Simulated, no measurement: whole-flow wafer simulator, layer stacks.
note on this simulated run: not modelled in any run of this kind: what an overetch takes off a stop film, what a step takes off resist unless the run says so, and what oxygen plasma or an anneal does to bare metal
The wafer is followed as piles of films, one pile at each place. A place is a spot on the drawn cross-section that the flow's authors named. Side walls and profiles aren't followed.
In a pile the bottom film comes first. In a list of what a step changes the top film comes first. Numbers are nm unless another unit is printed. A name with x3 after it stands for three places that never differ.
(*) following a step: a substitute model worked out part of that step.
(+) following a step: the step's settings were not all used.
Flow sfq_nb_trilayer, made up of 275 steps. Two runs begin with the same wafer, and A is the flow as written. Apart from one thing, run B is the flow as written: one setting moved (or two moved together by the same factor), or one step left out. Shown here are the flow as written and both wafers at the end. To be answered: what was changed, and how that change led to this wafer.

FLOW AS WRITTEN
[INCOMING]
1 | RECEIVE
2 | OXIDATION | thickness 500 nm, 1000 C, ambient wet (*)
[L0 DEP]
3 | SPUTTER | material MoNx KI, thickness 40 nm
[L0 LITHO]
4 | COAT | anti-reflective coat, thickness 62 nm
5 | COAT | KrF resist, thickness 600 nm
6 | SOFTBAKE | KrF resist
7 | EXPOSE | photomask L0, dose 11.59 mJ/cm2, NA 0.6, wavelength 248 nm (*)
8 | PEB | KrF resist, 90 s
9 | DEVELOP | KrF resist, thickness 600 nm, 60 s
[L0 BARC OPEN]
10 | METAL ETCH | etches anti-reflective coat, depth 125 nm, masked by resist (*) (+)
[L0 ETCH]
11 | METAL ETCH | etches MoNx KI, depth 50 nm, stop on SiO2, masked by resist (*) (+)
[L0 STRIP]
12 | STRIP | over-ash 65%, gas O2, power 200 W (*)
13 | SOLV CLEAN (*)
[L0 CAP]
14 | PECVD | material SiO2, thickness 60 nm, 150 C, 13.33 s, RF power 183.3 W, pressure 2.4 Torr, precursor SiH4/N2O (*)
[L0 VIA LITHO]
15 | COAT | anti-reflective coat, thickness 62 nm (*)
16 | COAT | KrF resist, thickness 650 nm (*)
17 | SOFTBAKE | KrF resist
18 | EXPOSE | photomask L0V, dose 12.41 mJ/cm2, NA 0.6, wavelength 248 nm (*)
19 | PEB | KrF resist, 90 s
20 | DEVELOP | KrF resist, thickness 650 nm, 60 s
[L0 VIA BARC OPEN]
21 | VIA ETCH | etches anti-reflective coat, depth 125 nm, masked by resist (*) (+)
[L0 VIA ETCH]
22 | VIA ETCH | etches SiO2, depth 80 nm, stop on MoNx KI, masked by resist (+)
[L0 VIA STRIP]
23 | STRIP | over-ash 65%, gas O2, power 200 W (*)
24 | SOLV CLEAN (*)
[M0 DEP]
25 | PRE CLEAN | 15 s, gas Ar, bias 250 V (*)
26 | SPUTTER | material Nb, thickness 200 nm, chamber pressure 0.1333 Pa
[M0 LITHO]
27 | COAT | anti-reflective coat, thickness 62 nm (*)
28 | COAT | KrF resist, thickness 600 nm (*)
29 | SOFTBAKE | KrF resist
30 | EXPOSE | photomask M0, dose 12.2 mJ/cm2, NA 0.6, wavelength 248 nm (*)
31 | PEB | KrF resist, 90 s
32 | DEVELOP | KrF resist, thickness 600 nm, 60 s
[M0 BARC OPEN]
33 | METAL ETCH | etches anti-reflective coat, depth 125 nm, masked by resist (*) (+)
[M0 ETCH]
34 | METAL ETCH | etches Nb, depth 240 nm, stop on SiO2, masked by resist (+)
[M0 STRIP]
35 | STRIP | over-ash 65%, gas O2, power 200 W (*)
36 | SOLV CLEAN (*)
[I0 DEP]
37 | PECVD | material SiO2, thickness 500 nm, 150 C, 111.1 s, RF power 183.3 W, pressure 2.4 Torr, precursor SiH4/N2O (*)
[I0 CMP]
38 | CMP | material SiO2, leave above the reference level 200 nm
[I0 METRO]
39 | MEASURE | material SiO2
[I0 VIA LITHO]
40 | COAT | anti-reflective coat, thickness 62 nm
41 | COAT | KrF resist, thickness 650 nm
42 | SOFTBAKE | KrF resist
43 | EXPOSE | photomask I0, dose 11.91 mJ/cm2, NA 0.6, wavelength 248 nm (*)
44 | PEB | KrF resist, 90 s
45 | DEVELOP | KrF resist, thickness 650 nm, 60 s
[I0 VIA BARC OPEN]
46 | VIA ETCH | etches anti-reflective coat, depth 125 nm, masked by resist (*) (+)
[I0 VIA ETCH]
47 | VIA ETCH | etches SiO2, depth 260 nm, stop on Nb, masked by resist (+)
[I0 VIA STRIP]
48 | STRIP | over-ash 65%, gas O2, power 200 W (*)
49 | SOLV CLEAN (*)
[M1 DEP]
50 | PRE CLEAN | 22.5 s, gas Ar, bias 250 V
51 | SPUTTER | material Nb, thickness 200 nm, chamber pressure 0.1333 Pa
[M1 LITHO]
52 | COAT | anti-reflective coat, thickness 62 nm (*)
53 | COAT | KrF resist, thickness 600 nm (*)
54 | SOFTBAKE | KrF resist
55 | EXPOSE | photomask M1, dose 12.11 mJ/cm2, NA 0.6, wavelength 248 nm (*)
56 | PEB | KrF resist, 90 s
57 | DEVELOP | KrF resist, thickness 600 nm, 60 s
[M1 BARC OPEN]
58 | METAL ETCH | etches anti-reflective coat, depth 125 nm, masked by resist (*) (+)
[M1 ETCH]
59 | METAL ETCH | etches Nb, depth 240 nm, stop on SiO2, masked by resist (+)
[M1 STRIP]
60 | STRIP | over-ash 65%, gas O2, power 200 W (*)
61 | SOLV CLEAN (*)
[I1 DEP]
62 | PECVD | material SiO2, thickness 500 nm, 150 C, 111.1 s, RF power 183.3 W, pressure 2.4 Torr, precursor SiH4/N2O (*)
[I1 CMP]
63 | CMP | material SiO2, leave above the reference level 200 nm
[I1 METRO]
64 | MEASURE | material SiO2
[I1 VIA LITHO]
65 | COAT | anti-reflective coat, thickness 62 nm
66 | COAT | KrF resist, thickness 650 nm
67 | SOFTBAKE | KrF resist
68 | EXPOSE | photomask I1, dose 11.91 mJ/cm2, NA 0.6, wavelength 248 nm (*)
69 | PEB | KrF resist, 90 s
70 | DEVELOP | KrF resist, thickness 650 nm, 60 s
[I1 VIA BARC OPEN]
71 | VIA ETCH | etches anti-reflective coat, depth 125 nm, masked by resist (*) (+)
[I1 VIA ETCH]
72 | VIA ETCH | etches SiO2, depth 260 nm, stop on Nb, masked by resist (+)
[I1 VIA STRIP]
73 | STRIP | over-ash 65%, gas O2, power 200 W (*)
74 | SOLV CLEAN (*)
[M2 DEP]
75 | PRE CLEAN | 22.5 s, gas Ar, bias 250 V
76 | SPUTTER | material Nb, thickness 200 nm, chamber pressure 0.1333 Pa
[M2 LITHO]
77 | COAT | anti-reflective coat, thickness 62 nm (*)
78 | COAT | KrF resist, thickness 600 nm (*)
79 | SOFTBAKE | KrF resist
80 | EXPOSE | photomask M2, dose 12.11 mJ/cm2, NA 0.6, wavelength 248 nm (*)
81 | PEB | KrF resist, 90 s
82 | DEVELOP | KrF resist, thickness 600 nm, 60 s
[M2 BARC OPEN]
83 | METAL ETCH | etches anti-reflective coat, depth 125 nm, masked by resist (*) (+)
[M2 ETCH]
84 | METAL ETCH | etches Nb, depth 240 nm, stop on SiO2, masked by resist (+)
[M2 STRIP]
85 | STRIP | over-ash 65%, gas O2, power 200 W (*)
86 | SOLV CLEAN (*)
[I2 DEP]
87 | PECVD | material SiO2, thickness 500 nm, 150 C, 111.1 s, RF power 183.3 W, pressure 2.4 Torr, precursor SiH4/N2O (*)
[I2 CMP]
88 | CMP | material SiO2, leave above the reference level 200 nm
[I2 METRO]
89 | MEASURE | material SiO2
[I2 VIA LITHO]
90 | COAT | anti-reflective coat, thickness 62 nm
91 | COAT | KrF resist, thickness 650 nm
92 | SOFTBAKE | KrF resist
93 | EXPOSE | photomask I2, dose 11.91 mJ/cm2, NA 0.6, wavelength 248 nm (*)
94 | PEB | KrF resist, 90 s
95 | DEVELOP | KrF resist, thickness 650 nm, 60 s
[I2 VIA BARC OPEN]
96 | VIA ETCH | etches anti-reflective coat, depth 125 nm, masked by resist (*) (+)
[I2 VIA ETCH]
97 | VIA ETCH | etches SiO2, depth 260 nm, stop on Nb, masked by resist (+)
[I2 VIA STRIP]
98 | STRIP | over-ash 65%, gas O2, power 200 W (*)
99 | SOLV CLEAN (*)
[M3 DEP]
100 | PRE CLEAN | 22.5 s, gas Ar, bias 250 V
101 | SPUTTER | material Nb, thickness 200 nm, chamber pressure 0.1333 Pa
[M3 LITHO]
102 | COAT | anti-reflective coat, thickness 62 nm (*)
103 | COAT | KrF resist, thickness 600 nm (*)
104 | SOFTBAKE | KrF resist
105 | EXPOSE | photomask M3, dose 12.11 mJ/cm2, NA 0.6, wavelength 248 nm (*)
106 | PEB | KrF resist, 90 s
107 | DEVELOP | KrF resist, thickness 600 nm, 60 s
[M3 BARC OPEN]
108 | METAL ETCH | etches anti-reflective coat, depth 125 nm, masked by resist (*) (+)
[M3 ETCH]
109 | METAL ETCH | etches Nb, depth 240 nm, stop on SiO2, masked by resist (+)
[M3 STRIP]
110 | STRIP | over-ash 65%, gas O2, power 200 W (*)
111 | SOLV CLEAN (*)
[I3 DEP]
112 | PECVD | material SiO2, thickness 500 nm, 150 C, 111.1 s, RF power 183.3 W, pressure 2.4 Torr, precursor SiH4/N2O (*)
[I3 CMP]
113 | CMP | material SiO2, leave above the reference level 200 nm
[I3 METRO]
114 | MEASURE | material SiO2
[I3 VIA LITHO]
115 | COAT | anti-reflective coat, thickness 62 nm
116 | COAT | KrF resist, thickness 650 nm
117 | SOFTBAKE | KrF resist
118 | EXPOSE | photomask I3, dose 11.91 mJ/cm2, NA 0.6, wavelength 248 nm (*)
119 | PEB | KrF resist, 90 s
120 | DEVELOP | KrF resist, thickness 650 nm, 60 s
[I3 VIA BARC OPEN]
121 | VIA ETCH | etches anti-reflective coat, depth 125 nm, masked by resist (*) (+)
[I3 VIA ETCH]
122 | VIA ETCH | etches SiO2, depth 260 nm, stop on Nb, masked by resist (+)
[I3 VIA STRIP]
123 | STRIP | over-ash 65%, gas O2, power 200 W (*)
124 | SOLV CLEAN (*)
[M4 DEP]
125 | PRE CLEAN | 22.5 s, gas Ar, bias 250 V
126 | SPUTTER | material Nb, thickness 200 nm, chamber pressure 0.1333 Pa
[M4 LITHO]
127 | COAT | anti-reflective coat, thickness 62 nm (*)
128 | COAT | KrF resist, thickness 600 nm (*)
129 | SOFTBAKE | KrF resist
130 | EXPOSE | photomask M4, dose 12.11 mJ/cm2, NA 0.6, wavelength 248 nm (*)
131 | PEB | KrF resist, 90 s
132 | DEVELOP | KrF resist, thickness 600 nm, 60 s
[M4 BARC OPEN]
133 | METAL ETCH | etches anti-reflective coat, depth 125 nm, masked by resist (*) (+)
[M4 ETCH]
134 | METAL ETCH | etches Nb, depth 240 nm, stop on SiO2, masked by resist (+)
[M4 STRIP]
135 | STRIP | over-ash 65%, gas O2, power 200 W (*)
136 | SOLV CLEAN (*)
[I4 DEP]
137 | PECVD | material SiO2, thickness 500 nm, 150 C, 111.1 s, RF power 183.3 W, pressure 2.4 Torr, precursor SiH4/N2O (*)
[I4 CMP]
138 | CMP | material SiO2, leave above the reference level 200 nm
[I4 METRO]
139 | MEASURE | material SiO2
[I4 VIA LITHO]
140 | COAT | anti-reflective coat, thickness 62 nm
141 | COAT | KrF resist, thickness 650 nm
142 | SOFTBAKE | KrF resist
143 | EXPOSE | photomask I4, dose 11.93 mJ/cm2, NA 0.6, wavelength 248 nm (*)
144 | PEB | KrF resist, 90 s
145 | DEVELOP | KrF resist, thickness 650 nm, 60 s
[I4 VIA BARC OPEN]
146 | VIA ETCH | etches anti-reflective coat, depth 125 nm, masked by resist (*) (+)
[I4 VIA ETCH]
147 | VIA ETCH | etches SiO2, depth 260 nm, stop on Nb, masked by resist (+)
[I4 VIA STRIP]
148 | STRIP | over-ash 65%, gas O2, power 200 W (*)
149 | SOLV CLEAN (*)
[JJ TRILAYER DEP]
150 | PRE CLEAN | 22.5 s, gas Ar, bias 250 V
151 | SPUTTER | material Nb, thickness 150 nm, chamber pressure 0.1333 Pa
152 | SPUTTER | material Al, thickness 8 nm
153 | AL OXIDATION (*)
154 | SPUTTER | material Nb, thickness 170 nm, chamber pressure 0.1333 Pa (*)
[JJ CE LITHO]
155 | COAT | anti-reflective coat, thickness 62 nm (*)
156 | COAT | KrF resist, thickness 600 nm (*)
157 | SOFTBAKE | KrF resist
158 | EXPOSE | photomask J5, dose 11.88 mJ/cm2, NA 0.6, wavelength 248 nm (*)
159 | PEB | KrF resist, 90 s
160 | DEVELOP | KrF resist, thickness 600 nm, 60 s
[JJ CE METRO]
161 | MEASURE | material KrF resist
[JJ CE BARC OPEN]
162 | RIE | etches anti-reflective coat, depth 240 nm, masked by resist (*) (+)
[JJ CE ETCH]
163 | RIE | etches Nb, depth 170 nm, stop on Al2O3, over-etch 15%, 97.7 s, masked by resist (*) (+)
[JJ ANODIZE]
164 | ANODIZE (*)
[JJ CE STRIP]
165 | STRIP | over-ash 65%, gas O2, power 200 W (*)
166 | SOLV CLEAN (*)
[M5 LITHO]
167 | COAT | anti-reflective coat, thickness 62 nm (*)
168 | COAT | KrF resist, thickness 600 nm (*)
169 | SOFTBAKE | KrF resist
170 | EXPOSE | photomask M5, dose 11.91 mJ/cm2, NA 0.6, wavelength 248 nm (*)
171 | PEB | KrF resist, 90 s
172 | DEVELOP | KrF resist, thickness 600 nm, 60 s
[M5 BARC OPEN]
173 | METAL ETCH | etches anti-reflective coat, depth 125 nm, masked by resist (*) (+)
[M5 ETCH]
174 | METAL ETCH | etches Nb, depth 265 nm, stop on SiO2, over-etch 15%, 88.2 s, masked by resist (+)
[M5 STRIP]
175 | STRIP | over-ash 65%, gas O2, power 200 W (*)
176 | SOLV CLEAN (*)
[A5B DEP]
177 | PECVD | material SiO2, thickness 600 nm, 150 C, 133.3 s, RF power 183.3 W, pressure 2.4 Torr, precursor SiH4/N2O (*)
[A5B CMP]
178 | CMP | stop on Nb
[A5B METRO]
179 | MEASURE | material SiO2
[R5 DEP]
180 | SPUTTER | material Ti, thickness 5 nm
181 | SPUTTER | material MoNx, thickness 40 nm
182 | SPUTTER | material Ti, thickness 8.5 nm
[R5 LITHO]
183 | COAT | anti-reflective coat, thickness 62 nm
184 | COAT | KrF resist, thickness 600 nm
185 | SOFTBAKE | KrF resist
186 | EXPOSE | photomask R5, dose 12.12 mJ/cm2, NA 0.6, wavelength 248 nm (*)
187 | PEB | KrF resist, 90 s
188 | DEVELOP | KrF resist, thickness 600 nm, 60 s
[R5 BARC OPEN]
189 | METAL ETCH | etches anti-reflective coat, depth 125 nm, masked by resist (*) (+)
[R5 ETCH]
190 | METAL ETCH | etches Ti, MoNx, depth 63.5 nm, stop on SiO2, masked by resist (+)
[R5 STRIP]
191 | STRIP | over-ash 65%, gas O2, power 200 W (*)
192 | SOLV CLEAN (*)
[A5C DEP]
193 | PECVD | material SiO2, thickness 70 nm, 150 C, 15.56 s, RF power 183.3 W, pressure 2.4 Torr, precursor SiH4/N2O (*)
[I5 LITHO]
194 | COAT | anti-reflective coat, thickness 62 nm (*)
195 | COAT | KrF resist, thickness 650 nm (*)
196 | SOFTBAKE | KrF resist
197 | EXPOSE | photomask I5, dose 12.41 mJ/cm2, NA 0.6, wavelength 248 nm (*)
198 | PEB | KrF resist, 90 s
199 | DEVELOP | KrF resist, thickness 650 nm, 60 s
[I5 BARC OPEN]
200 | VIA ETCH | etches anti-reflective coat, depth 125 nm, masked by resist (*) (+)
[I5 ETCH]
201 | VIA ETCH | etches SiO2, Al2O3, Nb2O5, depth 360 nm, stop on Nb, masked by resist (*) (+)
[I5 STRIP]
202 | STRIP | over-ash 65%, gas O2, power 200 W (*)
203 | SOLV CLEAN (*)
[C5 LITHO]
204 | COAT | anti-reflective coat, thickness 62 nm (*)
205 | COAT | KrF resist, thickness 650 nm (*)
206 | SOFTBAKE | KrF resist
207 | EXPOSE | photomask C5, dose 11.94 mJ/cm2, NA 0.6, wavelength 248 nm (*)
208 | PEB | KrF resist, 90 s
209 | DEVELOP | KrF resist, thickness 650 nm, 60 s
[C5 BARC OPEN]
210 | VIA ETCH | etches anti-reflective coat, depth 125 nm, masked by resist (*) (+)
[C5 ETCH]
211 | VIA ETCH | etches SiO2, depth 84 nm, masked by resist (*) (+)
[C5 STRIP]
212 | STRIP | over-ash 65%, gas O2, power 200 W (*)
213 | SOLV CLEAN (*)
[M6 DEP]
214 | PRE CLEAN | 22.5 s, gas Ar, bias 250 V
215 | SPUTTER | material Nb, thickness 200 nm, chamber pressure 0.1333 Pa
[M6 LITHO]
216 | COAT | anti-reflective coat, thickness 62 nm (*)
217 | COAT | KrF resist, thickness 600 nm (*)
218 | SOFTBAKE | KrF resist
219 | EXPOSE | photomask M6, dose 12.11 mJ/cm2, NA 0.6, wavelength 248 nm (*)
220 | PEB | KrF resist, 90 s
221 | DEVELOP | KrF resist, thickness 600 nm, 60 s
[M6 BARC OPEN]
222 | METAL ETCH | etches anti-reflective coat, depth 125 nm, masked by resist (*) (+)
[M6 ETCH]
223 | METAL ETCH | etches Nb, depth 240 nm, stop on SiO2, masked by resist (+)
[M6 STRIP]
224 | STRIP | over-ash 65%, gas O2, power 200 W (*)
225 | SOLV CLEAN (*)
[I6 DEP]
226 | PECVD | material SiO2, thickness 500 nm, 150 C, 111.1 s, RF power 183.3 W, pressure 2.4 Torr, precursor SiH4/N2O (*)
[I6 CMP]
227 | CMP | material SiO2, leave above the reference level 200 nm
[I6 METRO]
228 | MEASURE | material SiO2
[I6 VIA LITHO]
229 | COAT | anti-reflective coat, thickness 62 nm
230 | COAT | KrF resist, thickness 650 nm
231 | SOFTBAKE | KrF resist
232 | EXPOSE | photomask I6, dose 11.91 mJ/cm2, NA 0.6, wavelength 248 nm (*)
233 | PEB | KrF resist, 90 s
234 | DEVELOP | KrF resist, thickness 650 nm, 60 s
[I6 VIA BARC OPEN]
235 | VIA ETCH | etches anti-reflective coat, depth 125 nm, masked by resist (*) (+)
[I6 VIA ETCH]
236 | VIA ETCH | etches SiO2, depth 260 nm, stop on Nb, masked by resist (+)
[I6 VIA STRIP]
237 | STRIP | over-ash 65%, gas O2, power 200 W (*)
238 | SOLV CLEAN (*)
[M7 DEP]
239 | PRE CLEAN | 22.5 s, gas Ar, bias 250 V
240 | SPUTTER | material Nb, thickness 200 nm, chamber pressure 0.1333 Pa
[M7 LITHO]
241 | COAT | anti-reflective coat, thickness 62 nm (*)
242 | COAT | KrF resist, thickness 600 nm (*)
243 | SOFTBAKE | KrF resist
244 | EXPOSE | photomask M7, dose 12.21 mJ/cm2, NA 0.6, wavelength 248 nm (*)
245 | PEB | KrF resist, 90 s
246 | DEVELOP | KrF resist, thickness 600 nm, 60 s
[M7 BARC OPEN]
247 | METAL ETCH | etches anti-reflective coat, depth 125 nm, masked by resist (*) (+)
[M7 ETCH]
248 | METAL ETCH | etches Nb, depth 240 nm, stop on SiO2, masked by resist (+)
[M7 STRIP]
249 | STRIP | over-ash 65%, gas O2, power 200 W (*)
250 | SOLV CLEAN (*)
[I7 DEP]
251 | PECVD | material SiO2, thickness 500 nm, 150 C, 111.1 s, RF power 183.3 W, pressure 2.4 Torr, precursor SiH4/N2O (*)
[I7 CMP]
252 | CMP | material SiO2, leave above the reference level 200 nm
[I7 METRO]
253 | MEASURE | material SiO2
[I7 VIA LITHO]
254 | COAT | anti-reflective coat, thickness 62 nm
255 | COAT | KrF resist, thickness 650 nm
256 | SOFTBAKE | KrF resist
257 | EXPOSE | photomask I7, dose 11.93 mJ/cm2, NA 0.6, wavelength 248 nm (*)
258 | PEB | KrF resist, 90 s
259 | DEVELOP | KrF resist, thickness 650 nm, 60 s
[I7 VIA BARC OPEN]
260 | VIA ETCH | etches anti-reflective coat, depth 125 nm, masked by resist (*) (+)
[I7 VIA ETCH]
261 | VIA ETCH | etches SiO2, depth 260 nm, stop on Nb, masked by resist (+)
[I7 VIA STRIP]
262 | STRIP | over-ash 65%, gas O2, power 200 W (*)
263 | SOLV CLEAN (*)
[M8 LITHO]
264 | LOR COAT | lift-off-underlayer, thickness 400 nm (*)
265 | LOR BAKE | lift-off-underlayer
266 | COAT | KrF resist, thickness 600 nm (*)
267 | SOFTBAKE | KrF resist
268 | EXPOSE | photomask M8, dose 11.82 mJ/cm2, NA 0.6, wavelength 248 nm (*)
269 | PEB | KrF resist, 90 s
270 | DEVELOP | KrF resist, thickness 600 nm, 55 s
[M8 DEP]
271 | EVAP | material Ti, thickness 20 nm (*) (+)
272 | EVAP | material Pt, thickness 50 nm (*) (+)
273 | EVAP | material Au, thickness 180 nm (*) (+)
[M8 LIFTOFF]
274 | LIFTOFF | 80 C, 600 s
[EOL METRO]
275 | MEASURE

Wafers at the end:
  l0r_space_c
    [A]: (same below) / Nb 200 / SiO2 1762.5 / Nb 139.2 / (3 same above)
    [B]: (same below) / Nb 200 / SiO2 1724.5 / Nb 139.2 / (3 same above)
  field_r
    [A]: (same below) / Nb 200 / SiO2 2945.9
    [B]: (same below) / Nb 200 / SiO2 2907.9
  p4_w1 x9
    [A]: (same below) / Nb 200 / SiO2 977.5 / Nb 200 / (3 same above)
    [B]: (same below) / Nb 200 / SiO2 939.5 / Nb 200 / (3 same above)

Cause: step 63, CMP: leave above the reference level 162 nm was run, while the flow as written has leave above the reference level 200 nm.

The path from the change to this, step by step:
  63 | CMP | material SiO2, leave above the reference level 200 nm
      field_l, be, be_sur and 72 more: A -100 SiO2 | B -138 SiO2
      v_sur, via_wl, via_wr and 20 more: A -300 SiO2 | B -338 SiO2
      (and at 8 other places as well)
  72 | VIA ETCH | etches SiO2, depth 260 nm, stop on Nb, masked by resist (+)
      field_l, v_sur, via_wl and 102 more: A -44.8 KrF resist | B -41.9 KrF resist
      via_v: A -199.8 SiO2 (all of it) | B -161.8 SiO2 (all of it)
  76 | SPUTTER | material Nb, thickness 200 nm, chamber pressure 0.1333 Pa
      via_v: A +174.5 Nb | B +182.3 Nb
  77 | COAT | anti-reflective coat, thickness 62 nm (*)
      via_v: A +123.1 anti-reflective coat (new film) | B +113.5 anti-reflective coat (new film)
  78 | COAT | KrF resist, thickness 600 nm (*)
      via_v: A +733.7 KrF resist (new film) | B +703.4 KrF resist (new film)
  85 | STRIP | over-ash 65%, gas O2, power 200 W (*)
      via_v: A -515.8 KrF resist (all of it), -123.1 anti-reflective coat (all of it) | B -485.5 KrF resist (all of it), -113.5 anti-reflective coat (all of it)
  87 | PECVD | material SiO2, thickness 500 nm, 150 C, 111.1 s, RF power 183.3 W, pressure 2.4 Torr, precursor SiH4/N2O (*)
      via_v: A +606 SiO2 (new film) | B +535.7 SiO2 (new film)
  88 | CMP | material SiO2, leave above the reference level 200 nm
      via_v: A -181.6 SiO2 | B -157.1 SiO2
